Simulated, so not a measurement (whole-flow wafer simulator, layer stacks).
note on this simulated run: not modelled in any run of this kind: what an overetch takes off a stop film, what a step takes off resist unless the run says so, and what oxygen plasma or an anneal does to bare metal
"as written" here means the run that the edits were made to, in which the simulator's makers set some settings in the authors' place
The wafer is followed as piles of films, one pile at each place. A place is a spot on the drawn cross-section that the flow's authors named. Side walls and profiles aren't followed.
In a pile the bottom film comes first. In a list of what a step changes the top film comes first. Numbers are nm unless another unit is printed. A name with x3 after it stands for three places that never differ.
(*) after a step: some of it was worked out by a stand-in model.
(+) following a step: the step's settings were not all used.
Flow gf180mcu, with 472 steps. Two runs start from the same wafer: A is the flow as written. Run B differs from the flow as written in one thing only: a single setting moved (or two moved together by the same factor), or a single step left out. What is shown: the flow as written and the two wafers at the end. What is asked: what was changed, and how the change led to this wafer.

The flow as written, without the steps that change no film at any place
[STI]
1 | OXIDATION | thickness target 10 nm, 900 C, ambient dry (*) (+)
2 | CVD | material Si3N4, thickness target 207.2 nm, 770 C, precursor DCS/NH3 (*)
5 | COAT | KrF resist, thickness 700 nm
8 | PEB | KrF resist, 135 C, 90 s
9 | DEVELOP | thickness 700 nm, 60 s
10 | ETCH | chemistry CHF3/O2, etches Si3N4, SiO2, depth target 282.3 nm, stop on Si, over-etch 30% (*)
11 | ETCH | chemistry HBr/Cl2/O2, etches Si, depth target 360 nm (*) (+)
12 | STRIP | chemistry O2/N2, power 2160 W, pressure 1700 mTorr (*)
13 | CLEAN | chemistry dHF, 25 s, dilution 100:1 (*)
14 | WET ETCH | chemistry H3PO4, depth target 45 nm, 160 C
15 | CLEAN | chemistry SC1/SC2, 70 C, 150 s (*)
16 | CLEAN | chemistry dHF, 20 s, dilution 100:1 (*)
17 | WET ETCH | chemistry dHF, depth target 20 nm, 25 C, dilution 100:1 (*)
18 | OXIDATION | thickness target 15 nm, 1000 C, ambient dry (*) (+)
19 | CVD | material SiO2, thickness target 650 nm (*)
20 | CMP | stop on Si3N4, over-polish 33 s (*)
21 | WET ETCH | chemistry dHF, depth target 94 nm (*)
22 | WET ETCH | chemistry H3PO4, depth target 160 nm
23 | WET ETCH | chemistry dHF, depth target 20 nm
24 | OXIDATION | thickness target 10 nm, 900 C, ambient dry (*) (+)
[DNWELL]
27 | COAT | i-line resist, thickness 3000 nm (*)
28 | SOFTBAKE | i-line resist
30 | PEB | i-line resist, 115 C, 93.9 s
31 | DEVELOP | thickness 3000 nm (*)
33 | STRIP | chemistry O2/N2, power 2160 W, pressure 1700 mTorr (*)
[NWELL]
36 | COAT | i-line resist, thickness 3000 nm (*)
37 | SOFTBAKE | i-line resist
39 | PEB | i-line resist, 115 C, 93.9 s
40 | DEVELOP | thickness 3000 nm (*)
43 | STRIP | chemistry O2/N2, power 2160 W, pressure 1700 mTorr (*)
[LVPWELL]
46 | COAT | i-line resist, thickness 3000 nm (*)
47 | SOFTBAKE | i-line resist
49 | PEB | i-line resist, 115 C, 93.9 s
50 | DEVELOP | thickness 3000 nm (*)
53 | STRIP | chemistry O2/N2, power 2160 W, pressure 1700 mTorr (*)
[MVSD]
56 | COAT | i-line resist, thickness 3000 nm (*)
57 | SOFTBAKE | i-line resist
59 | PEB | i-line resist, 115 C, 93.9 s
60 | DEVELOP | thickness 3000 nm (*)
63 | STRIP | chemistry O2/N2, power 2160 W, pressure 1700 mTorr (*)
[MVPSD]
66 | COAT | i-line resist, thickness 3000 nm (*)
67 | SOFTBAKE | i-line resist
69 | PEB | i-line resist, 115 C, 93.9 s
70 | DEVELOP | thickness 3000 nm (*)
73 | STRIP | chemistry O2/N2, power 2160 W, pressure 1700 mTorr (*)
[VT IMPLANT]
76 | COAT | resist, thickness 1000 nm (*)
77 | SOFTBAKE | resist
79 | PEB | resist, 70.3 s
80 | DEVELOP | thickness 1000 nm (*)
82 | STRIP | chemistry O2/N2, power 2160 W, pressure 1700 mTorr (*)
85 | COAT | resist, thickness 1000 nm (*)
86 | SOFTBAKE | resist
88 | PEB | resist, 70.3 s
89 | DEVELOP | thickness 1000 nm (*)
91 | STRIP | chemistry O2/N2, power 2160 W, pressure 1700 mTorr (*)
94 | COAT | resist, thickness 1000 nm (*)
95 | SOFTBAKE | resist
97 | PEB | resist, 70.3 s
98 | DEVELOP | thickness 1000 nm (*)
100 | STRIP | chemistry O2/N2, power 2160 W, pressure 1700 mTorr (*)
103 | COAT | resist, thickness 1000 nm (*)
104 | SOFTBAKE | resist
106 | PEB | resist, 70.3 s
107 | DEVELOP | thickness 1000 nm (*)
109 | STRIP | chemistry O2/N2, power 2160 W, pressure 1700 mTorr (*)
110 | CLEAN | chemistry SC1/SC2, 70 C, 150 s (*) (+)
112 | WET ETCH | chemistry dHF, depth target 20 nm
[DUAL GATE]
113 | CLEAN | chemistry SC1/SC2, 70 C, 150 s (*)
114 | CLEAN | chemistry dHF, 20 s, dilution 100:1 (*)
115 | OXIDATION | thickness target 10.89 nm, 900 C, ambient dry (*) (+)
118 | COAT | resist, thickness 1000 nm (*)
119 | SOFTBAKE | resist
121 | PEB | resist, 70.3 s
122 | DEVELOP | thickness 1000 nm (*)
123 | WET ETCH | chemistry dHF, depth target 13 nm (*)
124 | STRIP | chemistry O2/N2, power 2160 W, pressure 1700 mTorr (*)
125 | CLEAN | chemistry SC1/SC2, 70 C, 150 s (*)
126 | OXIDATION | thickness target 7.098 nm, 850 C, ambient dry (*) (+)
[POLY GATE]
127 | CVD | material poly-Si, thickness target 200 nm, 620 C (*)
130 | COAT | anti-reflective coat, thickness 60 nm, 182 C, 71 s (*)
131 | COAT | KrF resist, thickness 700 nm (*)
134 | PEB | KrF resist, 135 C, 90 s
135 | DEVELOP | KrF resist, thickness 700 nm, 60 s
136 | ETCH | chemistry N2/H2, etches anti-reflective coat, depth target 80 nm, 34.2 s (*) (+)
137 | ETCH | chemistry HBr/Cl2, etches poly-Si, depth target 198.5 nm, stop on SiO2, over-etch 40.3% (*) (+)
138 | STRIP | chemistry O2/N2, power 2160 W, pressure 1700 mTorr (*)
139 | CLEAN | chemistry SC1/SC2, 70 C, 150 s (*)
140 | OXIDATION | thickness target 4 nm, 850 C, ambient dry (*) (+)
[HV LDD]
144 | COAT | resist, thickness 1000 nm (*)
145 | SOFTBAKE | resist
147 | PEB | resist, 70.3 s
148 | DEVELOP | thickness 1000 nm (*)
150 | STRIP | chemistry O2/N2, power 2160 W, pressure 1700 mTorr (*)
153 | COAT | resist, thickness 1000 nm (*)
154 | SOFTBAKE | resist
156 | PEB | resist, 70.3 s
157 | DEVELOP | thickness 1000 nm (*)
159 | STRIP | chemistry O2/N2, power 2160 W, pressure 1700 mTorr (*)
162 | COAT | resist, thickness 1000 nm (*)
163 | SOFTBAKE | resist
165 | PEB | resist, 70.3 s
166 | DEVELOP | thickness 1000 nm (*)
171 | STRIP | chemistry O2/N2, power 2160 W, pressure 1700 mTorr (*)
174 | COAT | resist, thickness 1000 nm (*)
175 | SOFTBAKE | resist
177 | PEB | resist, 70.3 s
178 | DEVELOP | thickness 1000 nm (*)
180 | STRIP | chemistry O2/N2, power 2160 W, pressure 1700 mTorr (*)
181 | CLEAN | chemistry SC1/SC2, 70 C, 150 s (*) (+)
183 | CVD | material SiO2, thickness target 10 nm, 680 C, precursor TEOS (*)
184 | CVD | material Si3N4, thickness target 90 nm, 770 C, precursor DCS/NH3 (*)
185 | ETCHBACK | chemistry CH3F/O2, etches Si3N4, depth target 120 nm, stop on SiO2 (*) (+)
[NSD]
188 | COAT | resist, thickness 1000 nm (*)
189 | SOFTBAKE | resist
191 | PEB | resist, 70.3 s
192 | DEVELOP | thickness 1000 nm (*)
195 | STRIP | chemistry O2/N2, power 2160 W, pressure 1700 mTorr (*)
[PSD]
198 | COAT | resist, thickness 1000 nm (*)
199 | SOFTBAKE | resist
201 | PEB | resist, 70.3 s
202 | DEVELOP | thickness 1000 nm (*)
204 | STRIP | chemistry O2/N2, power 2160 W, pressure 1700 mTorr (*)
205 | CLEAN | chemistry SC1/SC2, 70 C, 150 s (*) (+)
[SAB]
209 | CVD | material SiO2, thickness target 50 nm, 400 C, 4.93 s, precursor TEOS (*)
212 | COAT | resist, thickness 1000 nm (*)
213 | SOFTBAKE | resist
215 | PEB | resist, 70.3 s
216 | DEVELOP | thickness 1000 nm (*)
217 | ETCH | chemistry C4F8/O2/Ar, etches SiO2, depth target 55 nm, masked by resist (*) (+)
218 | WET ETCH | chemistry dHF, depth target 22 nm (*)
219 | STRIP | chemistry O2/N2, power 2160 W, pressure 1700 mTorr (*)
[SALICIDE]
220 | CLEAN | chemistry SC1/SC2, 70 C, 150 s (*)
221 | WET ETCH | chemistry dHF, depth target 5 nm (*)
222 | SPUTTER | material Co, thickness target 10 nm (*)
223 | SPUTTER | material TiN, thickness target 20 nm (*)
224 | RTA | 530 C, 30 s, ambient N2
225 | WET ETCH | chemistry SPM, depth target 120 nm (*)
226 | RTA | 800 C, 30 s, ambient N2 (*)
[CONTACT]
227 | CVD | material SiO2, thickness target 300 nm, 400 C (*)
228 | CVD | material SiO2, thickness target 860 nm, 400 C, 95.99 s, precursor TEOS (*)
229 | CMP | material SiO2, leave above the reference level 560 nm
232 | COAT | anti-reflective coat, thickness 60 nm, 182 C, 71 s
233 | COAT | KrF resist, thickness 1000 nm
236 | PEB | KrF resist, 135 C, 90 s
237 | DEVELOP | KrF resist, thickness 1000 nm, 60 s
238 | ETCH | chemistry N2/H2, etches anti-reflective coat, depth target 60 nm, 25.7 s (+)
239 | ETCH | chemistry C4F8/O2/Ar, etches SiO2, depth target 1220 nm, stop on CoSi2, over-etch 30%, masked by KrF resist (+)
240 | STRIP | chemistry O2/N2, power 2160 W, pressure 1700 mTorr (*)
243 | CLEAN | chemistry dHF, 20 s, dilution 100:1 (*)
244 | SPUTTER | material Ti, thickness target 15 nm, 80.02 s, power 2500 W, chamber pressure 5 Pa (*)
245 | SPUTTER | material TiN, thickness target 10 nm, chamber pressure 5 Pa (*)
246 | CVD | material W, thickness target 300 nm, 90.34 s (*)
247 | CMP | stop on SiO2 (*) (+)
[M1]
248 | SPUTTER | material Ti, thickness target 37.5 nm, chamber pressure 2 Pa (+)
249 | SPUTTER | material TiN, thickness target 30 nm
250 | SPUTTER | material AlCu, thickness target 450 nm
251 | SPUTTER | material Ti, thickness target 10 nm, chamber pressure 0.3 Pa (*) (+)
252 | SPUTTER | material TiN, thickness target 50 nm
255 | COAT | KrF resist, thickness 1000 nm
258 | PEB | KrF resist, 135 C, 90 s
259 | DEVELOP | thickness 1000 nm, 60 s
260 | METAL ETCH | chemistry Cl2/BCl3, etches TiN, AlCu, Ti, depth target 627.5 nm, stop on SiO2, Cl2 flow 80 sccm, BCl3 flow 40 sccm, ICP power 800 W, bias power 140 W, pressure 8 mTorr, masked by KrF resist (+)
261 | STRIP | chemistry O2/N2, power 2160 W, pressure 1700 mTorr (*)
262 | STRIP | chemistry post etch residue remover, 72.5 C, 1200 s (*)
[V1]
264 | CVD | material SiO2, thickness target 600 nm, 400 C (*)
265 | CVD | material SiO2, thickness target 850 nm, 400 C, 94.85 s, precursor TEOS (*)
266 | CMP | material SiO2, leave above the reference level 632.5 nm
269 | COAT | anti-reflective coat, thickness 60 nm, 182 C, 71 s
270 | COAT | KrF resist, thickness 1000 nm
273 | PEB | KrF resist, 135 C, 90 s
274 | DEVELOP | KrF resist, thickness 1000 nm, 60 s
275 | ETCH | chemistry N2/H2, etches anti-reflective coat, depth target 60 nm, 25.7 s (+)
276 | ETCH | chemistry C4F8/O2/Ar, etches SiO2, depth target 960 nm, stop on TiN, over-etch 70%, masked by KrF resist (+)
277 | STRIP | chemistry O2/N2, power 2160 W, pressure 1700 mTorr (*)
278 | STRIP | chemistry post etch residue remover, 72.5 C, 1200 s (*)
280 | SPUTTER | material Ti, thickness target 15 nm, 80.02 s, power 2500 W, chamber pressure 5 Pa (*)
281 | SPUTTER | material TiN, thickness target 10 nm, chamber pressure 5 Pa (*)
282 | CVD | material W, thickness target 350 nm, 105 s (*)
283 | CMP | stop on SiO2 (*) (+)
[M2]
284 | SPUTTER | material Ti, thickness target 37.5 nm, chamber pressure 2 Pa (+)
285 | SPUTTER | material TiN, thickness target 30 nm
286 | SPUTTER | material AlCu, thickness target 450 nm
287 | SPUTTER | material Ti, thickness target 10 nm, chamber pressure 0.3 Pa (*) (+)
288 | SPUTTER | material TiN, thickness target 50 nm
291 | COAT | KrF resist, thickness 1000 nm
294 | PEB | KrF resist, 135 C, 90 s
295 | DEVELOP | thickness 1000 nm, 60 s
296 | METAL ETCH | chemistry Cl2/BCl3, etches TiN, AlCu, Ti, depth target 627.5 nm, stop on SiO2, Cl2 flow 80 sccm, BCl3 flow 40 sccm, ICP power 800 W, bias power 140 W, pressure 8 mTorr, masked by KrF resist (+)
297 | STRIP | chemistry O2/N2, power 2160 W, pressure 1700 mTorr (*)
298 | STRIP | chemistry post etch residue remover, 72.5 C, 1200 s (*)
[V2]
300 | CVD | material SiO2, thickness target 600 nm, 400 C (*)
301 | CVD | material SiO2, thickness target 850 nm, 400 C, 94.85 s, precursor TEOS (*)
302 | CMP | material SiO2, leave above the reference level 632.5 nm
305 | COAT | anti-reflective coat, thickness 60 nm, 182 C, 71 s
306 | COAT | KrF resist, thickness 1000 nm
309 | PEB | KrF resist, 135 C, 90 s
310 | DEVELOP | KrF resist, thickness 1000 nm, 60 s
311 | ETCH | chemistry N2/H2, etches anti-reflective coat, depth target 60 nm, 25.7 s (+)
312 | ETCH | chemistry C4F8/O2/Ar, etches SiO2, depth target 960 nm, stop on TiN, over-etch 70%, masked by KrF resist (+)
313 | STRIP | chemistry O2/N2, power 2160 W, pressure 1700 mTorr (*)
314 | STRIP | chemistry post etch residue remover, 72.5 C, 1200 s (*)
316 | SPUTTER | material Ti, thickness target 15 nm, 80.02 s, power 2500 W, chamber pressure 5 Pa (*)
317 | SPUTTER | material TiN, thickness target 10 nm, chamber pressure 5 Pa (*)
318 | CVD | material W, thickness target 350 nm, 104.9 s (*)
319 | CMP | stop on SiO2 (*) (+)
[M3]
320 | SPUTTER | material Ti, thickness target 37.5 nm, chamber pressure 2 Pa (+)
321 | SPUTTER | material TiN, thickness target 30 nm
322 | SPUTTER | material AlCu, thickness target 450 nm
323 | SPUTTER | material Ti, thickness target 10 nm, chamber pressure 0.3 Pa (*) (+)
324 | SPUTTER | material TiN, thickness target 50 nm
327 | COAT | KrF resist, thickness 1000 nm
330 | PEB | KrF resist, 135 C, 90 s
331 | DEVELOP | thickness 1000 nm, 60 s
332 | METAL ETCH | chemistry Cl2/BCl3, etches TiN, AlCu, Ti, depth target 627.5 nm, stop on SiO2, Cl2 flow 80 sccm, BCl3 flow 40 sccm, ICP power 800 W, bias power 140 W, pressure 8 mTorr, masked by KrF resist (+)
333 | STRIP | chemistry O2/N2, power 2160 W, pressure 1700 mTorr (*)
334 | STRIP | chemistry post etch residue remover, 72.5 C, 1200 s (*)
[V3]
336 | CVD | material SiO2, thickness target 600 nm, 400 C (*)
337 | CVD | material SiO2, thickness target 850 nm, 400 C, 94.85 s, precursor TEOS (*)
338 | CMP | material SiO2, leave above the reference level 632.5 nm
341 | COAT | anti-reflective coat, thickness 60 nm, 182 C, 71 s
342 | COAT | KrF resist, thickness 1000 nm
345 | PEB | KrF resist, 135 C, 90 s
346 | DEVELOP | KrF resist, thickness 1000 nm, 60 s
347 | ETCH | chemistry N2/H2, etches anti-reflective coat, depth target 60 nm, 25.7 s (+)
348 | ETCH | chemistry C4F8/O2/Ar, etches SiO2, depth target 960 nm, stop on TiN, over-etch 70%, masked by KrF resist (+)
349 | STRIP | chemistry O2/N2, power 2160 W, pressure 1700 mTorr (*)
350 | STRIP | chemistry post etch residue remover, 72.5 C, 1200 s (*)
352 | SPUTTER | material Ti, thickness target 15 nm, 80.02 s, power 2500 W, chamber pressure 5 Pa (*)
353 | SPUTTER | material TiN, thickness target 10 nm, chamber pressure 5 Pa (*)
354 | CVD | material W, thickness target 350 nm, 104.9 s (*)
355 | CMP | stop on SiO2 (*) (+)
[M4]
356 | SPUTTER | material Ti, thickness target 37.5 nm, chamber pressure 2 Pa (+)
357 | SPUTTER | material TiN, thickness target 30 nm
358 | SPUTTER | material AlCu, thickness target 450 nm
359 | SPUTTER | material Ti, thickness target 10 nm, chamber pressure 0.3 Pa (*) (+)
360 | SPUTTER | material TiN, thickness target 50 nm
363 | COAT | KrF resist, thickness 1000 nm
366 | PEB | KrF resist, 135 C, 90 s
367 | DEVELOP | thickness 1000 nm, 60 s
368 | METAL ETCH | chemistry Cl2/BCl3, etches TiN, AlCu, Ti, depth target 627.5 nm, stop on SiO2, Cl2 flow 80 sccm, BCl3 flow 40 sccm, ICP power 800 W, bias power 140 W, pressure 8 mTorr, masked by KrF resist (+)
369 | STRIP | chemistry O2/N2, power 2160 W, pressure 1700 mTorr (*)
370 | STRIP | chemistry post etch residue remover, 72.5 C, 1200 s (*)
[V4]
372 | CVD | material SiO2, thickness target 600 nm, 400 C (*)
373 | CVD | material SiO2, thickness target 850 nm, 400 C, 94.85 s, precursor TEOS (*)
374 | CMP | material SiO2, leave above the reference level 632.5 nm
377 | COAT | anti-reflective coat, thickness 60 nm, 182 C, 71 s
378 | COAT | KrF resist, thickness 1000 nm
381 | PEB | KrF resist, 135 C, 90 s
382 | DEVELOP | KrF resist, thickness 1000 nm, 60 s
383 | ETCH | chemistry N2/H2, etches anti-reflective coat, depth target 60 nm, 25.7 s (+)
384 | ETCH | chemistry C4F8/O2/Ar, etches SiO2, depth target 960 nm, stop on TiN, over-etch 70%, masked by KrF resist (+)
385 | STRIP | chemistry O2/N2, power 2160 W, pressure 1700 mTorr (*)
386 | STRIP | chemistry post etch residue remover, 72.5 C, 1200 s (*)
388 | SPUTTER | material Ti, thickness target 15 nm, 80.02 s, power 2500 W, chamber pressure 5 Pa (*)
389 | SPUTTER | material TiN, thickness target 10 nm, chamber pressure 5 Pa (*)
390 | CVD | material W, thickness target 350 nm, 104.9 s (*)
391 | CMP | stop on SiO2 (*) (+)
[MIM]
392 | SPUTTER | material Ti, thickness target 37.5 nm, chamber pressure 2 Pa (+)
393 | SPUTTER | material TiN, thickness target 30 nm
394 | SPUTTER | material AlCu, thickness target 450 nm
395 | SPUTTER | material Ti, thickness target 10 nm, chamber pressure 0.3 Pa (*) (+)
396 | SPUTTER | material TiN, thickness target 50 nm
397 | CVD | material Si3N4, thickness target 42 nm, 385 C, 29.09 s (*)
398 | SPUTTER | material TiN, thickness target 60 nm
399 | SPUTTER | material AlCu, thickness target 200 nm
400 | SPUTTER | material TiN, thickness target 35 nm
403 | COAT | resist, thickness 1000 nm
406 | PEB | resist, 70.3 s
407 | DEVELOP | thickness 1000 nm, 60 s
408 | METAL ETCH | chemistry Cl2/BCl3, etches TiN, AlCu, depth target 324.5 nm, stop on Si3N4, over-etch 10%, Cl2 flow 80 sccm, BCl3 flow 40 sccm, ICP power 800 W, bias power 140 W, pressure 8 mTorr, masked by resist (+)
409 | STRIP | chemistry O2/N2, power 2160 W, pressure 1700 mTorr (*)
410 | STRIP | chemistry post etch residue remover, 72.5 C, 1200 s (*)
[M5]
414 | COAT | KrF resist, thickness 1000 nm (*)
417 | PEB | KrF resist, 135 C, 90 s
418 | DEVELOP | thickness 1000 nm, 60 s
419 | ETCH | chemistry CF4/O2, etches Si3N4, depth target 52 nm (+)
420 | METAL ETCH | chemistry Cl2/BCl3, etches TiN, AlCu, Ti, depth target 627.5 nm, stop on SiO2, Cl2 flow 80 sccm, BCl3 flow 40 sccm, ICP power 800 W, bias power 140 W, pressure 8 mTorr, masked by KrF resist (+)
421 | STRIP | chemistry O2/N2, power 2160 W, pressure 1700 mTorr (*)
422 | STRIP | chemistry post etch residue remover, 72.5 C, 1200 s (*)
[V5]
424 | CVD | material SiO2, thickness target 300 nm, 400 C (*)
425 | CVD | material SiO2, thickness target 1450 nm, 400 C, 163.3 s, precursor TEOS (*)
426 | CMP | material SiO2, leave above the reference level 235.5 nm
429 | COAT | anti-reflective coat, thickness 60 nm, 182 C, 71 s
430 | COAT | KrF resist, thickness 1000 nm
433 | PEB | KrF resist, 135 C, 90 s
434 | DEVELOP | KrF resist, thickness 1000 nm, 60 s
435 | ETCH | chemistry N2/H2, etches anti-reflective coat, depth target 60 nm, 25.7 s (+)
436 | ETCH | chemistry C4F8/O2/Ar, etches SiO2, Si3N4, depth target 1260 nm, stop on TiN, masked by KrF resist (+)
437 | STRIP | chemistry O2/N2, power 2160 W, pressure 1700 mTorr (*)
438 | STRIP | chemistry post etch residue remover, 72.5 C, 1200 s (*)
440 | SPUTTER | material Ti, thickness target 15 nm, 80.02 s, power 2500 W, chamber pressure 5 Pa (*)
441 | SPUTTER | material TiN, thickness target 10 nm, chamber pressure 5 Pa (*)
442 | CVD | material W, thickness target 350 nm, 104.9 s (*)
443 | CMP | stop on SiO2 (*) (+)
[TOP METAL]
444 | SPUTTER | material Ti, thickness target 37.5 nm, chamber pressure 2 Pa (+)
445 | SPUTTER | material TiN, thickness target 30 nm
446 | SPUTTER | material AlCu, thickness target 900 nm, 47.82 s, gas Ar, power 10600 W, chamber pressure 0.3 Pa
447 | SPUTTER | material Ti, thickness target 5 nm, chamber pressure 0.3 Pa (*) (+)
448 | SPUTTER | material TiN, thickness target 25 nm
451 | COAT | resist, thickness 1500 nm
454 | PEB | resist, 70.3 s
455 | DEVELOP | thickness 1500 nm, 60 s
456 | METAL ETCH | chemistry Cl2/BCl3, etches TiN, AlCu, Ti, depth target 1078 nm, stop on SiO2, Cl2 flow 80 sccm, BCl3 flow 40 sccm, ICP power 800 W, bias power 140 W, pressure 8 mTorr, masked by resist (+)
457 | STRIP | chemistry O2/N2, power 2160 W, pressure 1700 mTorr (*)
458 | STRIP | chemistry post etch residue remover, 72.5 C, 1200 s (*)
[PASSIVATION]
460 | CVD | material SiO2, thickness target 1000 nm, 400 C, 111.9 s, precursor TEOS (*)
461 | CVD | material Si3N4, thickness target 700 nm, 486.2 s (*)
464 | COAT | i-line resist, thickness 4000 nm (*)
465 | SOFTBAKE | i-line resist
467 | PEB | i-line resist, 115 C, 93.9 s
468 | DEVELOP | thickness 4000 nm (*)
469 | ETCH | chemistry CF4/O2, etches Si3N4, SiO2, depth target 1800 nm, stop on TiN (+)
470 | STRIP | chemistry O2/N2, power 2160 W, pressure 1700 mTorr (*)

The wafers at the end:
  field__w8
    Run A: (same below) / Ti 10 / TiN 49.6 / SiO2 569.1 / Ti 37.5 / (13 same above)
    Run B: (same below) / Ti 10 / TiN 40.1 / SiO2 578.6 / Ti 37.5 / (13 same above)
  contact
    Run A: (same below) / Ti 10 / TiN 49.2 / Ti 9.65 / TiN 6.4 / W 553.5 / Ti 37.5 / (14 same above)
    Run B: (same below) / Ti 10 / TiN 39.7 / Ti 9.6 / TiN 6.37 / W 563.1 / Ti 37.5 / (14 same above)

What caused this: step 360, SPUTTER: thickness target 40.5 nm was run, though the flow has thickness target 50 nm.

The path from the change to this, step by step:
  360 | SPUTTER | material TiN, thickness target 50 nm
      field, field__w1, field__w2 and 108 more: A +50 TiN (new film) | B +40.5 TiN (new film)
  368 | METAL ETCH | chemistry Cl2/BCl3, etches TiN, AlCu, Ti, depth target 627.5 nm, stop on SiO2, Cl2 flow 80 sccm, BCl3 flow 40 sccm, ICP power 800 W, bias power 140 W, pressure 8 mTorr, masked by KrF resist (+)
      field, field__w1, field__w2 and 103 more: A -50 TiN (all of it), -10 Ti (all of it), -450 AlCu (all of it), -30 TiN (all of it), -37.5 Ti (all of it) | B -40.5 TiN (all of it), -10 Ti (all of it), -450 AlCu (all of it), -30 TiN (all of it), -37.5 Ti (all of it)
